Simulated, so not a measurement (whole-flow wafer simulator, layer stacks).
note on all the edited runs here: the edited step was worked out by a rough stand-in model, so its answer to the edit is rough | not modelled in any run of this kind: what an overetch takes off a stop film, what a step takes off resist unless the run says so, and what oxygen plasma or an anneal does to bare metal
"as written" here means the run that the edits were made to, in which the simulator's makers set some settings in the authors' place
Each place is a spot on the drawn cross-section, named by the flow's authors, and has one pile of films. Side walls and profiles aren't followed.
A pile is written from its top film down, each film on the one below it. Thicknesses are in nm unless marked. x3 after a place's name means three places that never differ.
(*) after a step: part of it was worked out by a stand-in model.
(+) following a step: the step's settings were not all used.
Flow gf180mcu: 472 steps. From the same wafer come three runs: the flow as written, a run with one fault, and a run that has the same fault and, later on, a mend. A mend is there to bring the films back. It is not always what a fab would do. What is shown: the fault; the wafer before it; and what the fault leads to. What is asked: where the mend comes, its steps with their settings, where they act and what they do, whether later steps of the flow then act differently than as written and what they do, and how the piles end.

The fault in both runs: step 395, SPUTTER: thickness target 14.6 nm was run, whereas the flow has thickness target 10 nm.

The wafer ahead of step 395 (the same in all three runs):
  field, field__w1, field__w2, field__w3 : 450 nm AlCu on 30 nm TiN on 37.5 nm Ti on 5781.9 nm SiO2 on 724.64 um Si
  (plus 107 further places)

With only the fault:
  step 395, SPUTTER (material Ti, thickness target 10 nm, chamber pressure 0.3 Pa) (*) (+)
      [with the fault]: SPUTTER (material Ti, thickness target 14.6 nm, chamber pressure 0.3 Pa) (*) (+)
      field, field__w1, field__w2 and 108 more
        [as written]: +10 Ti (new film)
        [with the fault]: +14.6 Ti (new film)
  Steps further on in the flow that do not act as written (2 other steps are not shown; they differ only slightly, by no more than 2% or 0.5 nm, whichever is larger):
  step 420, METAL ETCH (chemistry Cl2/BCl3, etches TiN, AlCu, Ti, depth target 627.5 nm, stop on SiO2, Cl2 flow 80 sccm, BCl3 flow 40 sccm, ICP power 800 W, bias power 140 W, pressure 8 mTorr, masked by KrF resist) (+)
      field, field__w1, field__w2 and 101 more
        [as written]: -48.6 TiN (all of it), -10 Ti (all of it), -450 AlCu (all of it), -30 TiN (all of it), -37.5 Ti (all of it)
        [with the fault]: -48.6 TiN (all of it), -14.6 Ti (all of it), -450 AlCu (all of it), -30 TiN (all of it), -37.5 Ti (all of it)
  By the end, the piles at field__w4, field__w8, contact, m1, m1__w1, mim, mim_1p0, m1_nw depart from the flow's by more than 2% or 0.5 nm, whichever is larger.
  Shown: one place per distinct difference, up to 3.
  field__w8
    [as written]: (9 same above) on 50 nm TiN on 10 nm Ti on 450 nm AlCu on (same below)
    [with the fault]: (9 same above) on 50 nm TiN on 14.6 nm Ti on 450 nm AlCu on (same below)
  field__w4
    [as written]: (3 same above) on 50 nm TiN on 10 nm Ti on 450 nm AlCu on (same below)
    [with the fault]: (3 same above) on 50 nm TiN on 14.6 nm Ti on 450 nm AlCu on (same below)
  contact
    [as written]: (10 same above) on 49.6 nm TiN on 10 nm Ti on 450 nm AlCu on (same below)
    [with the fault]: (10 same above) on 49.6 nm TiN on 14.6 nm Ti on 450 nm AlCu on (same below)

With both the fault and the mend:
  The mend stands after step 395.
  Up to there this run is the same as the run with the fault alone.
  step 395a, METAL ETCH (chemistry Cl2/BCl3, etches TiN, AlCu, Ti, depth target 4.6 nm, Cl2 flow 80 sccm, BCl3 flow 40 sccm, ICP power 800 W, bias power 140 W, pressure 8 mTorr) (the flow's step 260, run once more with other settings)
      field, field__w1, field__w2 and 108 more
        -4.6 Ti
  None of the later steps of the flow acts differently than as written at any place that is followed.
  By the end, the piles equal the flow's at every place that both follow.
